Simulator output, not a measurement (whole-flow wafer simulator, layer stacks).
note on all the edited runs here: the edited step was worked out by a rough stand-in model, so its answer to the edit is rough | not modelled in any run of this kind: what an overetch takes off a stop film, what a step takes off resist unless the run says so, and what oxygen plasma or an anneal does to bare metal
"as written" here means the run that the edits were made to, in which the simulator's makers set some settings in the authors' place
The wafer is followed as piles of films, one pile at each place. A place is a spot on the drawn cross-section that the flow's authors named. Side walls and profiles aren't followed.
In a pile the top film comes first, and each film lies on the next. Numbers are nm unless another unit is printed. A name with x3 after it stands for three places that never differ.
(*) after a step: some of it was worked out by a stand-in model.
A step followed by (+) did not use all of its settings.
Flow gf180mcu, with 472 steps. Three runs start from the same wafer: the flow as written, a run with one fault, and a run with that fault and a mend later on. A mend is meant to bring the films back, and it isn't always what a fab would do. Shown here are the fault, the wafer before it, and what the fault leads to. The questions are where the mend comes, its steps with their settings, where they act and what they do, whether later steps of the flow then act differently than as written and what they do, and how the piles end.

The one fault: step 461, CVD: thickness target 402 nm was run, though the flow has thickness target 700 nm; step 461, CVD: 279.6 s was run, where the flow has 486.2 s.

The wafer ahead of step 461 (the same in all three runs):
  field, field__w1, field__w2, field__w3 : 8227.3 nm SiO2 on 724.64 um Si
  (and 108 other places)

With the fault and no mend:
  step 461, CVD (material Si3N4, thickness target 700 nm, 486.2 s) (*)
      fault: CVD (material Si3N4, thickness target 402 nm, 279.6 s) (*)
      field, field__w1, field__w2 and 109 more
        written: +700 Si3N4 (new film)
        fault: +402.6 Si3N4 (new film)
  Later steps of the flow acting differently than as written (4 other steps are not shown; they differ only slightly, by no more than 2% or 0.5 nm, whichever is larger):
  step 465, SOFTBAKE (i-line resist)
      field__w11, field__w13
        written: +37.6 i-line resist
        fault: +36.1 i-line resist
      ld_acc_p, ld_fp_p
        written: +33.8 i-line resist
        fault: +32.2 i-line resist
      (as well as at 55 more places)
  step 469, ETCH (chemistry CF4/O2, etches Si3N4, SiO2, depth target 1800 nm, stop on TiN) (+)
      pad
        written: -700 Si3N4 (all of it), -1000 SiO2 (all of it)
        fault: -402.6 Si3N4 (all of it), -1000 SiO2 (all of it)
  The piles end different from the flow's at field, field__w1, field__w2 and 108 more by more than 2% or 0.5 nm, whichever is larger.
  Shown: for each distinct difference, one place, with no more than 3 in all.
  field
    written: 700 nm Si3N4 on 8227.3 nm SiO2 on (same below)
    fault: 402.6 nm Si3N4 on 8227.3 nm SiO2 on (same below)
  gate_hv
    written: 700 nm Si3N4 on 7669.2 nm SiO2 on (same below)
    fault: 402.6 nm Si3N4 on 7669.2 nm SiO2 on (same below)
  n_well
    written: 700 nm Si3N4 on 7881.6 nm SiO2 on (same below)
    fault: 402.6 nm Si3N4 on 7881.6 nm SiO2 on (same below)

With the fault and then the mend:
  After step 468 comes the mend.
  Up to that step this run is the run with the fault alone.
  step 468a, STRIP (chemistry O2/N2, power 2160 W, pressure 1700 mTorr) (*)
      iso_ptap_pw, iso_ntap_nw, iso_nw_fld and 33 more
        -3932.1 i-line resist (all of it)
      p_well, sti, spacer, sd_n, mim_1p0, dice_street
        -3938.1 i-line resist (all of it)
      field__w2, field__w3, field__w6
        -3984.4 i-line resist (all of it)
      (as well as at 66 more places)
  step 468b, CVD (material Si3N4, thickness target 298 nm, 207 s) (*) (the flow's step 461 again, with other settings)
      field, field__w1, field__w2 and 109 more
        +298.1 Si3N4
  step 468c, HMDS (120 C, 60 s) (the flow's step 463 again)
      does not change any film at any place that is followed
  step 468d, COAT (i-line resist, thickness 4000 nm) (*) (the flow's step 464 again)
      iso_ptap_pw, iso_ntap_nw, iso_nw_fld and 33 more
        +4000 i-line resist (new film)
      field__w9, field__w13, sd_p_hv, gate_p_hv, nplus_u, npoly_u
        +4017 i-line resist (new film)
      p_well, sti, spacer, sd_n, mim_1p0, dice_street
        +4006.3 i-line resist (new film)
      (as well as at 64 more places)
  step 468e, SOFTBAKE (i-line resist) (the flow's step 465 again)
      ld_acc_p, ld_fp_p, ld_drift_p
        +33.8 i-line resist
      field__w2, field_sub__w4
        +33.4 i-line resist
      field__w11, field__w13
        +37.6 i-line resist
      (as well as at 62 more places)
  step 468f, EXPOSE (photomask Pad) (the flow's step 466 again)
      does not change any film at any place that is followed
  step 468g, PEB (i-line resist, 115 C, 93.9 s) (the flow's step 467 again)
      iso_ptap_pw, iso_ntap_nw, iso_nw_fld and 33 more
        -67.9 i-line resist
      field, field__w2, field__w3 and 25 more
        -68.8 i-line resist
      field_sub, field_sub__w1, field_sub__w2 and 23 more
        -68.7 i-line resist
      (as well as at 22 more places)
  step 468h, DEVELOP (thickness 4000 nm) (*) (the flow's step 468 again)
      field__w5, field__w7, field__w13 and 13 more
        -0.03 i-line resist
      pad
        -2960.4 i-line resist (all of it)
  None of the later steps of the flow differs from how it acts as written, at any place that is followed, by more than 2% or 0.5 nm, whichever is larger.
  At the end the piles are close to the flow's at the places that both follow, differing by at most 2% or 0.5 nm, whichever is larger.
